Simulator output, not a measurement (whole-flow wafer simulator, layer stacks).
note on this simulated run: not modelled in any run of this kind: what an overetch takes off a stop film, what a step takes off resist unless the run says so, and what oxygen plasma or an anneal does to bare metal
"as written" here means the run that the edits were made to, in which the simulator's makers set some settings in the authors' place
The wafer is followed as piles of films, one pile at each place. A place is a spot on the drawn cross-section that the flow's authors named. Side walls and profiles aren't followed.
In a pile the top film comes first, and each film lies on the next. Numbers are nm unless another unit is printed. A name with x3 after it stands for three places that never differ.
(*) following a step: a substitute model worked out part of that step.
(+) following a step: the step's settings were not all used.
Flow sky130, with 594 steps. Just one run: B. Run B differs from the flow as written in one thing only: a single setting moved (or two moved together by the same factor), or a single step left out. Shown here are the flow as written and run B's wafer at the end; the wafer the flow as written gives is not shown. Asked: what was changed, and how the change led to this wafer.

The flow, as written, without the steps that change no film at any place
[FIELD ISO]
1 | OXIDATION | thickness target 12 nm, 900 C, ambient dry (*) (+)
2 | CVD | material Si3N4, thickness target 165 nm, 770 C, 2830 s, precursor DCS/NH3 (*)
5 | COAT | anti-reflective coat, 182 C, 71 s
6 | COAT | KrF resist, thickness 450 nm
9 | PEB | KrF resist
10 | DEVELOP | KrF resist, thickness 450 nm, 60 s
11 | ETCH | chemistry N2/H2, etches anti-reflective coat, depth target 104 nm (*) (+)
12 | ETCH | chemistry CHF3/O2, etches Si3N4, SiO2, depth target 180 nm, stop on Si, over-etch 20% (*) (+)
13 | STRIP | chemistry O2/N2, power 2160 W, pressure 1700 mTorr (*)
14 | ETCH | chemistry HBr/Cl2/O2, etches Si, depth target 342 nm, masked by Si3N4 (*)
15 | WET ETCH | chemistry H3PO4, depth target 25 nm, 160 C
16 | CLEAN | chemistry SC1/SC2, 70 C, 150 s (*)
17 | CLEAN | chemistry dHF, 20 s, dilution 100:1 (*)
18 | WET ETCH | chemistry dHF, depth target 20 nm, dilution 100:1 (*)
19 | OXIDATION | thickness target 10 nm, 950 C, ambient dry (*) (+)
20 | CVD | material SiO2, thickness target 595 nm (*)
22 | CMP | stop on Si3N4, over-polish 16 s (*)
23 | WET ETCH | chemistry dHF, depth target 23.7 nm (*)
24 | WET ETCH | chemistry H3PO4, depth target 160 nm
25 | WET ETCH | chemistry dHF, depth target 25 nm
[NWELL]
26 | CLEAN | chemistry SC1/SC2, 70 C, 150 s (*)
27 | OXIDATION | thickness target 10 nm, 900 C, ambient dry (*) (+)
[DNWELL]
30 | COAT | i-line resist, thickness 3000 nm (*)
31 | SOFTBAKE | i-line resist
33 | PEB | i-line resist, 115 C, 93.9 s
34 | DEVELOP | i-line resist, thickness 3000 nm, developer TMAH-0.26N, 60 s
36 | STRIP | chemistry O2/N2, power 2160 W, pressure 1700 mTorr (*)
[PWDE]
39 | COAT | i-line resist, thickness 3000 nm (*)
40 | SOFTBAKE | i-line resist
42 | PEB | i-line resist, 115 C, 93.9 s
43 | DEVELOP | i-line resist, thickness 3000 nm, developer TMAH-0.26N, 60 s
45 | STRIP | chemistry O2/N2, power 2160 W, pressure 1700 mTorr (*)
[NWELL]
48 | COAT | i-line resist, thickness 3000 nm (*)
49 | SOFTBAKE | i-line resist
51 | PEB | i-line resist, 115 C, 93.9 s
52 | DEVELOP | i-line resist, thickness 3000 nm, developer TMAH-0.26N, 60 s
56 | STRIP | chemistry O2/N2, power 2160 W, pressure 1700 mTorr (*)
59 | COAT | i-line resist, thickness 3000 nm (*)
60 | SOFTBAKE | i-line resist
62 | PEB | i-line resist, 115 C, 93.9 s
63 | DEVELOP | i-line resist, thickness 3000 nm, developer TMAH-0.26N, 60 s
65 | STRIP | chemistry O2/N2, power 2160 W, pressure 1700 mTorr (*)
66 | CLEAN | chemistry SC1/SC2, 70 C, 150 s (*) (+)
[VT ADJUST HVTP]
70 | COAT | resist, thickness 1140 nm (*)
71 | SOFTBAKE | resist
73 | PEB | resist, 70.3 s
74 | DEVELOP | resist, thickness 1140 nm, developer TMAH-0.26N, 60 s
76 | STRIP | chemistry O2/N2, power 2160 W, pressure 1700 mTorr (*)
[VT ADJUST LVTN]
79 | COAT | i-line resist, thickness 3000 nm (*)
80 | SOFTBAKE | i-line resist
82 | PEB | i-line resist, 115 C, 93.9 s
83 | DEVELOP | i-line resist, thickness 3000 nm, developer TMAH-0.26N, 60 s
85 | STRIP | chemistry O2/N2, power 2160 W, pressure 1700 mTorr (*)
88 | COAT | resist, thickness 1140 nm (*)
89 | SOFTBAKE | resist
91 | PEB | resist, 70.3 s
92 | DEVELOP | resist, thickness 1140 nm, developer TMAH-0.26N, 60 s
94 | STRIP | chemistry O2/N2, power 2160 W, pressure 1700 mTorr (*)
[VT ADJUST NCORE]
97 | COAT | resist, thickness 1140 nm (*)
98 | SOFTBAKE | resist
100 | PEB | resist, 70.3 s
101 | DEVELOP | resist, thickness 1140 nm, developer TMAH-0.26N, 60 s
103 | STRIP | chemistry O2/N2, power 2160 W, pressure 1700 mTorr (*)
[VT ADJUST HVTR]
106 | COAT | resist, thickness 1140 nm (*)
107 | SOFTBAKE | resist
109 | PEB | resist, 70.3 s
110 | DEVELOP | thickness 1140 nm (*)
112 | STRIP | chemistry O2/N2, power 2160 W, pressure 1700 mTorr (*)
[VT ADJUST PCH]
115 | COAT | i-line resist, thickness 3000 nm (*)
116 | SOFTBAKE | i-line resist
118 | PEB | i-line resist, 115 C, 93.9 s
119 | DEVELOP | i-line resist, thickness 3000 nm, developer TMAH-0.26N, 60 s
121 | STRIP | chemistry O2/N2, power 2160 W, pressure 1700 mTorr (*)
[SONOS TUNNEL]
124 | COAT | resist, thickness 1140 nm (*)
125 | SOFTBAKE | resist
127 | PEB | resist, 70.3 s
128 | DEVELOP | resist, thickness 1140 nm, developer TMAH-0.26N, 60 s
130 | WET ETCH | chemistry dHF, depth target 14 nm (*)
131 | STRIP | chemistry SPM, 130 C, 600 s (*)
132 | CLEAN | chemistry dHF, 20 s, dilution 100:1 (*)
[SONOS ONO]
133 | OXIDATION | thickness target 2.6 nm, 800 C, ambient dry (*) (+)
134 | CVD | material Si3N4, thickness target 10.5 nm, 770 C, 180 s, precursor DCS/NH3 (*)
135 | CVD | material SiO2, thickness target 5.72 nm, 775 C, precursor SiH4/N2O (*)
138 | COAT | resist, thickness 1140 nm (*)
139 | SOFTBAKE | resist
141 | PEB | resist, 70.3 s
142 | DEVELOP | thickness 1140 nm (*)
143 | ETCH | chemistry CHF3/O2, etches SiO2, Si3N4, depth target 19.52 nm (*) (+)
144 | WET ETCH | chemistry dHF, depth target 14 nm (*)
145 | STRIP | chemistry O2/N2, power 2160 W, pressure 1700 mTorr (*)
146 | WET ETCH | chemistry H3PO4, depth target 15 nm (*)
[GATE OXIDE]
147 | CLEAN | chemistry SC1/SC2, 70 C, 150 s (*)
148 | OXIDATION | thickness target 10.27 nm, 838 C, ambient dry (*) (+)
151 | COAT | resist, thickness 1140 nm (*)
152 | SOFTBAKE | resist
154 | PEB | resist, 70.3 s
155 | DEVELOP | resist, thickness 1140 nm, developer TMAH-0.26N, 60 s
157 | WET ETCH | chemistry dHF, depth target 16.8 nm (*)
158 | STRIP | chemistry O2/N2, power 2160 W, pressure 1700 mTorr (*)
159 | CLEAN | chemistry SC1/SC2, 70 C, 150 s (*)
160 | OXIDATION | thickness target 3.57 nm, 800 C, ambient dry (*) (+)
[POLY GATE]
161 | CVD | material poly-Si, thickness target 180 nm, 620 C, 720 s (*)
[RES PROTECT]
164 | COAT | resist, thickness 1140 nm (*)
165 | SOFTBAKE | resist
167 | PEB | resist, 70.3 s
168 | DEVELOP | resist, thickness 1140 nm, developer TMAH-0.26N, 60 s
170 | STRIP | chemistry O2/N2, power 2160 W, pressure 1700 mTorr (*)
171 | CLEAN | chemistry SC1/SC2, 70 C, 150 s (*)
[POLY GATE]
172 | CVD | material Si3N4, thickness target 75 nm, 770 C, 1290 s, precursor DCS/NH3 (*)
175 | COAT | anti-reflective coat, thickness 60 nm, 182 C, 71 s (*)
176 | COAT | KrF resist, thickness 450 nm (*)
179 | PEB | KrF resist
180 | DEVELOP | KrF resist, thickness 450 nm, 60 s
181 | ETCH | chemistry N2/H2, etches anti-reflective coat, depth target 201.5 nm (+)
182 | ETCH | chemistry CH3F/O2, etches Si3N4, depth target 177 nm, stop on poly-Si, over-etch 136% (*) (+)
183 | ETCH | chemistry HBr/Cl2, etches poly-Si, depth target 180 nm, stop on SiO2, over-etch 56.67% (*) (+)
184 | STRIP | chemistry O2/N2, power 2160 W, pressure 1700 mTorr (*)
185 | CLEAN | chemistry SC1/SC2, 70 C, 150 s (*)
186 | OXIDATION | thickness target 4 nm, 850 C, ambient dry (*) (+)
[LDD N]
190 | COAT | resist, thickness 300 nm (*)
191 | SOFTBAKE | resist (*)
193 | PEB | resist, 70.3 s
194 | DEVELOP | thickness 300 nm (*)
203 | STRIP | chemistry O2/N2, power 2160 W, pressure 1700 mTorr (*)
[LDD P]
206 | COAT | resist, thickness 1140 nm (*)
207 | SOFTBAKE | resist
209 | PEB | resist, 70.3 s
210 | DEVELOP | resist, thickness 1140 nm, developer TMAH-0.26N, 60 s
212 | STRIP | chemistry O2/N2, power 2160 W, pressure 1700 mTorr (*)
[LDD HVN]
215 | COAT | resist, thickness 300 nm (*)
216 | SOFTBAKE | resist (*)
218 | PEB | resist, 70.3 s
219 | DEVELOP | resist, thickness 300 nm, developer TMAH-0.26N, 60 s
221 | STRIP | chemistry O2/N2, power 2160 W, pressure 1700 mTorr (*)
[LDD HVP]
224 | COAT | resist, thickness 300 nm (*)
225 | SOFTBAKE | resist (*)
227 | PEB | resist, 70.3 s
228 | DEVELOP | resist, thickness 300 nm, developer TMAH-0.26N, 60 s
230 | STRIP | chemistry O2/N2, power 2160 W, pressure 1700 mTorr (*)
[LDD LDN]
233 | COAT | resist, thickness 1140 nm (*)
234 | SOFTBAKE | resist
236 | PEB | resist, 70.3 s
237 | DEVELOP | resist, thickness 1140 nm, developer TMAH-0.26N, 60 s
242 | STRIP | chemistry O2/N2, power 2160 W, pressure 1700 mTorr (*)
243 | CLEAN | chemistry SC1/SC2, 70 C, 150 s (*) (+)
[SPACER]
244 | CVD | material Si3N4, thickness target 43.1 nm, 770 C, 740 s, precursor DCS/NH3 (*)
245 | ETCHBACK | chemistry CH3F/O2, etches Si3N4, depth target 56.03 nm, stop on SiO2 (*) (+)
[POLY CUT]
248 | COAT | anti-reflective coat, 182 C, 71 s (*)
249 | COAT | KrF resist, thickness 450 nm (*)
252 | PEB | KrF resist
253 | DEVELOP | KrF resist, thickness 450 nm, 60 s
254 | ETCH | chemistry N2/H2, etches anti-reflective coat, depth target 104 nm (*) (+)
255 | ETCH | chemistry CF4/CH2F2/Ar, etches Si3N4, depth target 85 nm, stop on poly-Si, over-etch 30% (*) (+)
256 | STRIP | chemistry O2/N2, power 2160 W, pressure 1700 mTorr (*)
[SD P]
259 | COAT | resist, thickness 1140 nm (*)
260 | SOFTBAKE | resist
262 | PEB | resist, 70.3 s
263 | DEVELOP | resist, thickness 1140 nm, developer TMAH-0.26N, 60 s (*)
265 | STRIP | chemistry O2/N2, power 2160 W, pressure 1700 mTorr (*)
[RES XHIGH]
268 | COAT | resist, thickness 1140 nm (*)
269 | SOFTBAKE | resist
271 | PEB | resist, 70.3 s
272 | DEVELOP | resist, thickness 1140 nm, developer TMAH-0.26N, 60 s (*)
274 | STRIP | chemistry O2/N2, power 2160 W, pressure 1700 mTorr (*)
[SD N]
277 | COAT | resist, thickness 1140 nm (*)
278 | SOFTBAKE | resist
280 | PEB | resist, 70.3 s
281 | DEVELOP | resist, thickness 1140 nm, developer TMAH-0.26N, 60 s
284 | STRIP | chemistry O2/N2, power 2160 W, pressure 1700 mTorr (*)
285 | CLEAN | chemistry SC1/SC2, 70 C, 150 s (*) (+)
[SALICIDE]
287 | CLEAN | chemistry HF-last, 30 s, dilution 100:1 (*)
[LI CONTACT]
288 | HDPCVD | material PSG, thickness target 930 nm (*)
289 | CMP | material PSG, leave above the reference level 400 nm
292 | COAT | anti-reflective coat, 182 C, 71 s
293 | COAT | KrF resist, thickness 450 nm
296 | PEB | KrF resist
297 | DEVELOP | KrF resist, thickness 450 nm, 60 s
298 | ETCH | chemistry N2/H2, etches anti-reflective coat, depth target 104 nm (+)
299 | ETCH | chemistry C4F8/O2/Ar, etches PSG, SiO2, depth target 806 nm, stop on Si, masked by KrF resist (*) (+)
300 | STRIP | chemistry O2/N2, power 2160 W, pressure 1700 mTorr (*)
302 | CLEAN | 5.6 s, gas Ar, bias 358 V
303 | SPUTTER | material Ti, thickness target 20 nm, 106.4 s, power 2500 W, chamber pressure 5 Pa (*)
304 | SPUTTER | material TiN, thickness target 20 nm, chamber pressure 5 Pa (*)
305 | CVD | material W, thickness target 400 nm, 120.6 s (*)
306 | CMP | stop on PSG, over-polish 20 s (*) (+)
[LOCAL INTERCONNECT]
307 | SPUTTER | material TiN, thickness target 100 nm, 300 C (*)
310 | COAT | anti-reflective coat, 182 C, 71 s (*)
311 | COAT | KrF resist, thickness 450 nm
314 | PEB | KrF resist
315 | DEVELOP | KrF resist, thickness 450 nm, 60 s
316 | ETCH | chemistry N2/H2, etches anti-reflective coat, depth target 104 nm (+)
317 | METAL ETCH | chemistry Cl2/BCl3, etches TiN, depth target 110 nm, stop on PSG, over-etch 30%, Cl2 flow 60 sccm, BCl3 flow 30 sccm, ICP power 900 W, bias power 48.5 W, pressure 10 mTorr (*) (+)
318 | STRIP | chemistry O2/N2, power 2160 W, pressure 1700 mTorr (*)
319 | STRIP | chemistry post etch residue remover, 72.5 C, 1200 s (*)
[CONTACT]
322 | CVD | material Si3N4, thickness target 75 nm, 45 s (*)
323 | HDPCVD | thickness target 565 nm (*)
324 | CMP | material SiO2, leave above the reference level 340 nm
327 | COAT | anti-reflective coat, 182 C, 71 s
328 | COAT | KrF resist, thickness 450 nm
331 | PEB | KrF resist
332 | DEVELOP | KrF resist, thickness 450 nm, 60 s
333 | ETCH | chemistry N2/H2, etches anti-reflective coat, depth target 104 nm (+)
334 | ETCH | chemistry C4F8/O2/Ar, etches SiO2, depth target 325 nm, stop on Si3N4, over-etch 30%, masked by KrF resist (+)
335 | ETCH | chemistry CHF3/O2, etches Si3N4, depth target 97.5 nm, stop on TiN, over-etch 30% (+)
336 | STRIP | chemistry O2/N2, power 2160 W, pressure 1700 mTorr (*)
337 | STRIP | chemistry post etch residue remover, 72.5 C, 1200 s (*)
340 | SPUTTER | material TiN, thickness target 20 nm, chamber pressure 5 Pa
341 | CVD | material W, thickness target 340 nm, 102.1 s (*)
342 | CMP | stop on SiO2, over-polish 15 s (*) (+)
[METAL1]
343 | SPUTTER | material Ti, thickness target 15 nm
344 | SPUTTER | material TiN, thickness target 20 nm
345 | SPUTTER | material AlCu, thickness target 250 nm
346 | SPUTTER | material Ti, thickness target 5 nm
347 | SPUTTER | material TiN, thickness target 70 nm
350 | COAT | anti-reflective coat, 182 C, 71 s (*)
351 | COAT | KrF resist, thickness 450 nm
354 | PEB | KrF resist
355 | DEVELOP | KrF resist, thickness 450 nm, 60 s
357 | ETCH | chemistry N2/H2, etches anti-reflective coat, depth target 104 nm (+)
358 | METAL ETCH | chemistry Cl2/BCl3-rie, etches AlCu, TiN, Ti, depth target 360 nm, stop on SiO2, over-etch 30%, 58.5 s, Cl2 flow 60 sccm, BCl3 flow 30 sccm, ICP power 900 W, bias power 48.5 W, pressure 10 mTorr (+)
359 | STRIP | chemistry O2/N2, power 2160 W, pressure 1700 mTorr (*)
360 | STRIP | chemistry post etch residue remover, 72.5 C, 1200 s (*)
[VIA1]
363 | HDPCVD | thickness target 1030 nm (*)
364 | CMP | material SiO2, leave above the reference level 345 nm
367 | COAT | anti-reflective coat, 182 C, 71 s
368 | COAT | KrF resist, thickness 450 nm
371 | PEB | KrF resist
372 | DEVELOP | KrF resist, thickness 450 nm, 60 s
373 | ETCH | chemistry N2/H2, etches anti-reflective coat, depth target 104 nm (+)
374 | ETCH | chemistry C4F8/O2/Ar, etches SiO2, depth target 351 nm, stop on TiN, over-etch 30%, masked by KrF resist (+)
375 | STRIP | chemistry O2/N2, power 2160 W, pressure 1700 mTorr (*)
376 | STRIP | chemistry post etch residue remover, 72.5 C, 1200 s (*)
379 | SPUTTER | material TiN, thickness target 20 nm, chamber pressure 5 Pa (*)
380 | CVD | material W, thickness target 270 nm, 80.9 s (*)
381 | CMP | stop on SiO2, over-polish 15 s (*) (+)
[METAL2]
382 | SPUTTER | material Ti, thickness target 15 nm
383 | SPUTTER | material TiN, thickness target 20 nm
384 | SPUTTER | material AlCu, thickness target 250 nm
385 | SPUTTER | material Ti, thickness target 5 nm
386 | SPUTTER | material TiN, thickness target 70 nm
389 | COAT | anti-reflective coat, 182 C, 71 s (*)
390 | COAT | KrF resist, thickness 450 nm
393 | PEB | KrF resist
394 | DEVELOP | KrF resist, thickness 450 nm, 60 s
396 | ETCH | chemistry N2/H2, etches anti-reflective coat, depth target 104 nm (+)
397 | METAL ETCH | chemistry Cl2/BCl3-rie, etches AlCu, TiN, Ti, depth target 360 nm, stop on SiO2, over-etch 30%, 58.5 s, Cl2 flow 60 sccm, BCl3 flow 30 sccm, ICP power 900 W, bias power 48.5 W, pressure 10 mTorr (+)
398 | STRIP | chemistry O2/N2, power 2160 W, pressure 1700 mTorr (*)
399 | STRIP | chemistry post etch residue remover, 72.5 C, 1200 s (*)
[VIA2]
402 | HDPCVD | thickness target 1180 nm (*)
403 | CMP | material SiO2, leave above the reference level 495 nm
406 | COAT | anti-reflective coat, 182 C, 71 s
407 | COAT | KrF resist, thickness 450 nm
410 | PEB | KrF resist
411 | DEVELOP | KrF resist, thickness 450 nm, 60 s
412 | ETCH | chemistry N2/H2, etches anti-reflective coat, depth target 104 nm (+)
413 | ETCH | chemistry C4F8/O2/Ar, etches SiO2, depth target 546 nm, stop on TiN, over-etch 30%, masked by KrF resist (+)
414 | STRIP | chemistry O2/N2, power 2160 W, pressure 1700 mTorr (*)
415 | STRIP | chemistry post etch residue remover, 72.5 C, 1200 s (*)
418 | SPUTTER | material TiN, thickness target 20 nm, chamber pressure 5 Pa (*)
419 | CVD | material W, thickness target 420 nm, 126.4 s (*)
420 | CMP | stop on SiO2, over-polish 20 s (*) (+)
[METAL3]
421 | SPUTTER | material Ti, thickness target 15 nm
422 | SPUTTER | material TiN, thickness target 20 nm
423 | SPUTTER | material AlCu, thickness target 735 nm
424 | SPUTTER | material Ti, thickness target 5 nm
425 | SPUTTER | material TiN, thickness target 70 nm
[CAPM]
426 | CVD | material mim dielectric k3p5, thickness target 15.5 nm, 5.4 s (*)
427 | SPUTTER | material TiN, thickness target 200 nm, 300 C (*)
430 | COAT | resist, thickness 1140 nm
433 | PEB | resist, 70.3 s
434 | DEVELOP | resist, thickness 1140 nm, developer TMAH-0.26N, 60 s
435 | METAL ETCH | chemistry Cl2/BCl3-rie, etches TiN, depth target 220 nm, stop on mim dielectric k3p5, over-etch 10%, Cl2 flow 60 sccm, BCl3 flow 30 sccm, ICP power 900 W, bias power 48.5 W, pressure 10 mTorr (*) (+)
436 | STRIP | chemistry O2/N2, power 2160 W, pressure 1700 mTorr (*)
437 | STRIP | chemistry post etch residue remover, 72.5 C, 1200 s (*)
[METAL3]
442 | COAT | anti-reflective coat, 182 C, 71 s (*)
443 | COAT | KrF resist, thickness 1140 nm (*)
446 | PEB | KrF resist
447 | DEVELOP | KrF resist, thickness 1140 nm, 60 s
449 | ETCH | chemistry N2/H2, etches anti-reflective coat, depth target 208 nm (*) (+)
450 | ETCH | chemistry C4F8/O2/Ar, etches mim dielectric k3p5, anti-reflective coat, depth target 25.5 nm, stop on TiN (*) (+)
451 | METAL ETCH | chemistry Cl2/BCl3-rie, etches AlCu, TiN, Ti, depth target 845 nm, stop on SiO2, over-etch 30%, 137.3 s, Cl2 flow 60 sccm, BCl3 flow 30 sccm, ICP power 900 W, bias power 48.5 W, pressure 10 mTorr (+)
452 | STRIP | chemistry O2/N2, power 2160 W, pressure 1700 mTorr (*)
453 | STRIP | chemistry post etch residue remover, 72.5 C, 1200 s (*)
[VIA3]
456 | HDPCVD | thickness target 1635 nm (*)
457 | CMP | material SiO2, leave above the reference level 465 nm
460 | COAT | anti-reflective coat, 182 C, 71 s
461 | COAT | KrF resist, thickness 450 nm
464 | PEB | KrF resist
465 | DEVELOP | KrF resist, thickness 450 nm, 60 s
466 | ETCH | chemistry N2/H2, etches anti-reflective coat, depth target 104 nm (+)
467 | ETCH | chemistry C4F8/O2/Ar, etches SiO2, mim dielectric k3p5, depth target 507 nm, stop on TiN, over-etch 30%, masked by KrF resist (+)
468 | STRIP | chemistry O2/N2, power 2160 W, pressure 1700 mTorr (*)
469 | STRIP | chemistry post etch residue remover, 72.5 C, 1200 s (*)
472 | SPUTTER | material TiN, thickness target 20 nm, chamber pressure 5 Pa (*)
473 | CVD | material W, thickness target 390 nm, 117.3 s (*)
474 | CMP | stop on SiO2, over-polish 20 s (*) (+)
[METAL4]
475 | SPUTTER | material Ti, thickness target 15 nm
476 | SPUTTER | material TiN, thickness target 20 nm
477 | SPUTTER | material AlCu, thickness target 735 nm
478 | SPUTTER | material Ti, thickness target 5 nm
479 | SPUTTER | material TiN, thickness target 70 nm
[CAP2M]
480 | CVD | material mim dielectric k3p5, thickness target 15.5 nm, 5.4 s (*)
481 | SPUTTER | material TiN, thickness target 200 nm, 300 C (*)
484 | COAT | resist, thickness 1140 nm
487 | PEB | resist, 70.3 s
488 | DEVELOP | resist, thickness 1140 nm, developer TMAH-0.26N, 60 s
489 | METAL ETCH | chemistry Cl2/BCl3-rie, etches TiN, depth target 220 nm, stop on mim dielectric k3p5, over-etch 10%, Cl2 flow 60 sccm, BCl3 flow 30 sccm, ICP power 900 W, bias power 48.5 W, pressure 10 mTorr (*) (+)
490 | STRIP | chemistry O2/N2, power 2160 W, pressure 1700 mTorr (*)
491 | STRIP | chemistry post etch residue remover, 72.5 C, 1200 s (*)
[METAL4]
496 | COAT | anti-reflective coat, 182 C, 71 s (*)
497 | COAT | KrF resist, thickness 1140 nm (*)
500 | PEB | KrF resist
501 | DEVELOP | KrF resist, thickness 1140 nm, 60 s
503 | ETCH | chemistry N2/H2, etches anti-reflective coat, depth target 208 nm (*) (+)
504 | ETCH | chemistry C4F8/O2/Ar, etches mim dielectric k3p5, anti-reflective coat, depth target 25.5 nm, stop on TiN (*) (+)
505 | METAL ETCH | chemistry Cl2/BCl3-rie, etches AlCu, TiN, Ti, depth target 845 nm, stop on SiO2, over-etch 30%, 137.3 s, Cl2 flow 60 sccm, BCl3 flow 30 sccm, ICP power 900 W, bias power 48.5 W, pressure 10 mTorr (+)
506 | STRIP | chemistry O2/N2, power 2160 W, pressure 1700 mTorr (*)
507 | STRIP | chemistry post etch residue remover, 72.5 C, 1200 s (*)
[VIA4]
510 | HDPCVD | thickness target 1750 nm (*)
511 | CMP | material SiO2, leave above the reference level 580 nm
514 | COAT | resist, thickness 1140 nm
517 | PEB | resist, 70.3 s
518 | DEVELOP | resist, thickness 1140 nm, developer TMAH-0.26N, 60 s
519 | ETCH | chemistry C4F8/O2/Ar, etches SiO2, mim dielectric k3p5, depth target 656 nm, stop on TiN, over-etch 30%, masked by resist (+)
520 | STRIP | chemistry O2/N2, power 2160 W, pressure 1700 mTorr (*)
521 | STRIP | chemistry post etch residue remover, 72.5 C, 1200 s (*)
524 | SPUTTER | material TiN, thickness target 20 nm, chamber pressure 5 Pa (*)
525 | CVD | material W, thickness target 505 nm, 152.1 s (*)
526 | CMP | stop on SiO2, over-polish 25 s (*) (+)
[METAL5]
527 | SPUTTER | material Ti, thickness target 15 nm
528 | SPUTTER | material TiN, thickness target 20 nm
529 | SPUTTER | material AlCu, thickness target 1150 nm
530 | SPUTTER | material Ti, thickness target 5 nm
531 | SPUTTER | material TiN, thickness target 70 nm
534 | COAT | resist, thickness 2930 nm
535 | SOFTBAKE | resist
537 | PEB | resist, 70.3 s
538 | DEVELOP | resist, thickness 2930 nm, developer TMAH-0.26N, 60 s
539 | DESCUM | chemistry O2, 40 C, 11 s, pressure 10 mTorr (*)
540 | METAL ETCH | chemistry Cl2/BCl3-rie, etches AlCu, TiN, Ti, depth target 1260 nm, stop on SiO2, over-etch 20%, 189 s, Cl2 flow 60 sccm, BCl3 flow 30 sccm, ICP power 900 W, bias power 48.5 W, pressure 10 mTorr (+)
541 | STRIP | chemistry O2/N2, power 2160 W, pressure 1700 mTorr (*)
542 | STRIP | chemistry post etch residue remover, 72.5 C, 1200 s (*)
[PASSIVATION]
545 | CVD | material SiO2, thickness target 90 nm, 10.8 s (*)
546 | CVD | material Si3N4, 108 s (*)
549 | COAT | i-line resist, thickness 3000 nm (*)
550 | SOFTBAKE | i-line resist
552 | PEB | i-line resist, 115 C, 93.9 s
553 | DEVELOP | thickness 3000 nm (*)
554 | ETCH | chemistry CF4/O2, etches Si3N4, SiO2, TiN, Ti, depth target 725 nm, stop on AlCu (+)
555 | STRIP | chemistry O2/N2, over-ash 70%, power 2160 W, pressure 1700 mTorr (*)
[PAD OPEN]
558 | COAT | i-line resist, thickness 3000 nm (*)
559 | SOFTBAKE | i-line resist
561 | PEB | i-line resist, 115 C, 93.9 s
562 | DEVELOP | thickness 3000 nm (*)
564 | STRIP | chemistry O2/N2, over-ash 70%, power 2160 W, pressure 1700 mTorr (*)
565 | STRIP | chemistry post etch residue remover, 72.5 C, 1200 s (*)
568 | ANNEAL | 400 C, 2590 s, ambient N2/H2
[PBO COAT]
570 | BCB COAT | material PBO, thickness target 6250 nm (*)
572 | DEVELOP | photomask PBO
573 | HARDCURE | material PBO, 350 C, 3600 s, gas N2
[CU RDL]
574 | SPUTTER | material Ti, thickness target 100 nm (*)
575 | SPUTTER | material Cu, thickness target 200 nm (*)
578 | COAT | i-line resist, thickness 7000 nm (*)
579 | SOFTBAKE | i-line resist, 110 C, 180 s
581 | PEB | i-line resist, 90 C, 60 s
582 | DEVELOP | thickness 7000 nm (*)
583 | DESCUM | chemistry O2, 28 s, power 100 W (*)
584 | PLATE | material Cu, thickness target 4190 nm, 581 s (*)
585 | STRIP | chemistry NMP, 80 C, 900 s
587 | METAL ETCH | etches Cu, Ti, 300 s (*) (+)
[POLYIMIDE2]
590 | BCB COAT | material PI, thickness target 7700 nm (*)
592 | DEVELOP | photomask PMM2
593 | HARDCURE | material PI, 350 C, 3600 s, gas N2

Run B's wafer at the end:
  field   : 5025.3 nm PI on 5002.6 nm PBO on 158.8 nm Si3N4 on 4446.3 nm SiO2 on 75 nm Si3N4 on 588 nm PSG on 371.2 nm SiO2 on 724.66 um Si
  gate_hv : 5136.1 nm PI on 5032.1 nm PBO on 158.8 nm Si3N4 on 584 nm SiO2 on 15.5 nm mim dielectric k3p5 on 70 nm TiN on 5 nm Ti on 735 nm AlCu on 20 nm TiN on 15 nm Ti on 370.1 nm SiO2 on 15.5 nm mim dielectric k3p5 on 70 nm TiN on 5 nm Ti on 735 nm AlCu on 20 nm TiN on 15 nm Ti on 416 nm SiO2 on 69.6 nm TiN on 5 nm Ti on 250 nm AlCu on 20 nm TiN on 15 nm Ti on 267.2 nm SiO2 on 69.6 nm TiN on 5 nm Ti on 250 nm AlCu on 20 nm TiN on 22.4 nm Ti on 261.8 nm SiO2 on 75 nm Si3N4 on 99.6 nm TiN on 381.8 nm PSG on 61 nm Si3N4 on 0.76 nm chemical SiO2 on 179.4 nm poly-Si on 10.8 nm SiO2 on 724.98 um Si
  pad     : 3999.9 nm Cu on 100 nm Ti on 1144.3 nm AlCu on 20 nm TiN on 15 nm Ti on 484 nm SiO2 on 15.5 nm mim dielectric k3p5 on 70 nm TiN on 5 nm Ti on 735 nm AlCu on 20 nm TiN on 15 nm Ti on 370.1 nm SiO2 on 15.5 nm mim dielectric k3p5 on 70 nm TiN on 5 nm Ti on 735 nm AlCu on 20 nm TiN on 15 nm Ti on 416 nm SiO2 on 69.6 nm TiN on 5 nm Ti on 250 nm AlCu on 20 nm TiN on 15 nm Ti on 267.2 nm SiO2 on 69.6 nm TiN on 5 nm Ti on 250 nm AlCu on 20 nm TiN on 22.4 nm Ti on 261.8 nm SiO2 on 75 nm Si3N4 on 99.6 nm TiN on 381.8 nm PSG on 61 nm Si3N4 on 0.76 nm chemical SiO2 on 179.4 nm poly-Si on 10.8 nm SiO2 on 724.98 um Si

What caused this: step 343, SPUTTER: thickness target 22.4 nm was run, though the flow has thickness target 15 nm.
The wafer lets one read it off: gate_hv has Ti 22.4, and step 343 as written asks for 15 nm.

How this came from the change, step by step:
  343 | SPUTTER | material Ti, thickness target 15 nm
      field, active, n_well and 188 more: Ti gains 22.4 (new film) (as written it would have been: Ti gains 15 (new film))
  358 | METAL ETCH | chemistry Cl2/BCl3-rie, etches AlCu, TiN, Ti, depth target 360 nm, stop on SiO2, over-etch 30%, 58.5 s, Cl2 flow 60 sccm, BCl3 flow 30 sccm, ICP power 900 W, bias power 48.5 W, pressure 10 mTorr (+)
      field, active, gate and 81 more: TiN loses 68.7 (all of it), Ti loses 5 (all of it), AlCu loses 250 (all of it), TiN loses 20 (all of it), Ti loses 22.4 (all of it), SiO2 loses 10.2 (as written it would have been: TiN loses 68.7 (all of it), Ti loses 5 (all of it), AlCu loses 250 (all of it), TiN loses 20 (all of it), Ti loses 15 (all of it), SiO2 loses 10.9)
